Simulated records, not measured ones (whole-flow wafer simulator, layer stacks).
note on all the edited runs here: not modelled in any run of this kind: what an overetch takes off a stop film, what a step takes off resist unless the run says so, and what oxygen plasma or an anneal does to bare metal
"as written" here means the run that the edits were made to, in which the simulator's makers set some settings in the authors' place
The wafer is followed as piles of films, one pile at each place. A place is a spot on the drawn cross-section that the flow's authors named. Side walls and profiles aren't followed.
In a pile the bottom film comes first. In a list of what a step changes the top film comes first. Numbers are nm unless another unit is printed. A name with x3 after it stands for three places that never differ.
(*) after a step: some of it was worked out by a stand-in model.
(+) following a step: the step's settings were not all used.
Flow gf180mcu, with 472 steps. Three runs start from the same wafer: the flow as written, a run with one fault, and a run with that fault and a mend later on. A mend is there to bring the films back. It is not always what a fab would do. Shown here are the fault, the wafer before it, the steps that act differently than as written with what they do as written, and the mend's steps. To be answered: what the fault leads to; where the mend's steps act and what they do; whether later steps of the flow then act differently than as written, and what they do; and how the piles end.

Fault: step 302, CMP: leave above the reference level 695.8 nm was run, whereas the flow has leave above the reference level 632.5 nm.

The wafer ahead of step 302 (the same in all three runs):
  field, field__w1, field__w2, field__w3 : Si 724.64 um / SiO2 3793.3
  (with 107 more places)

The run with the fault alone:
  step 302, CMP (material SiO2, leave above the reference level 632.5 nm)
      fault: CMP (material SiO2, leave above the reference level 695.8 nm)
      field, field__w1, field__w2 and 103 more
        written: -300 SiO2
        fault: -236.7 SiO2
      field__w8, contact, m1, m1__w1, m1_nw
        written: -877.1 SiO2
        fault: -813.8 SiO2
  Later steps of the flow acting differently than as written (2 more steps, not shown, differ only slightly: by at most 2% or 0.5 nm, whichever is larger):
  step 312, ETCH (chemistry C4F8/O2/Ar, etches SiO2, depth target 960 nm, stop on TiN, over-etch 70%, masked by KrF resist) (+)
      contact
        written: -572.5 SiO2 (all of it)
        fault: -635.8 SiO2 (all of it)
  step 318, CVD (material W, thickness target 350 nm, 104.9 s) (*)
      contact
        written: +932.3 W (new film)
        fault: +996.2 W (new film)
  At field__w8, contact, m1, m1__w1, m1_nw, the piles at the end differ from the flow's by more than 2% or 0.5 nm, whichever is larger.
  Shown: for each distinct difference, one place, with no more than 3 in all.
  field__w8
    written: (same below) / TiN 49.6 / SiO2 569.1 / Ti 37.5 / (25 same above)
    fault: (same below) / TiN 49.6 / SiO2 632.4 / Ti 37.5 / (25 same above)
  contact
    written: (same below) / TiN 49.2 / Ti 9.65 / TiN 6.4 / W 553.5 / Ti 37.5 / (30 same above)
    fault: (same below) / TiN 49.2 / Ti 9.3 / TiN 6.17 / W 617.4 / Ti 37.5 / (30 same above)

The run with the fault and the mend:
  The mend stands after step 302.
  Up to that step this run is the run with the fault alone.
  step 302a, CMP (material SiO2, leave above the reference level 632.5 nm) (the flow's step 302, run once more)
      field, field__w1, field__w2 and 108 more
        -63.3 SiO2
  None of the later steps of the flow acts differently than as written at any place that is followed.
  By the end, the piles equal the flow's at every place that both follow.
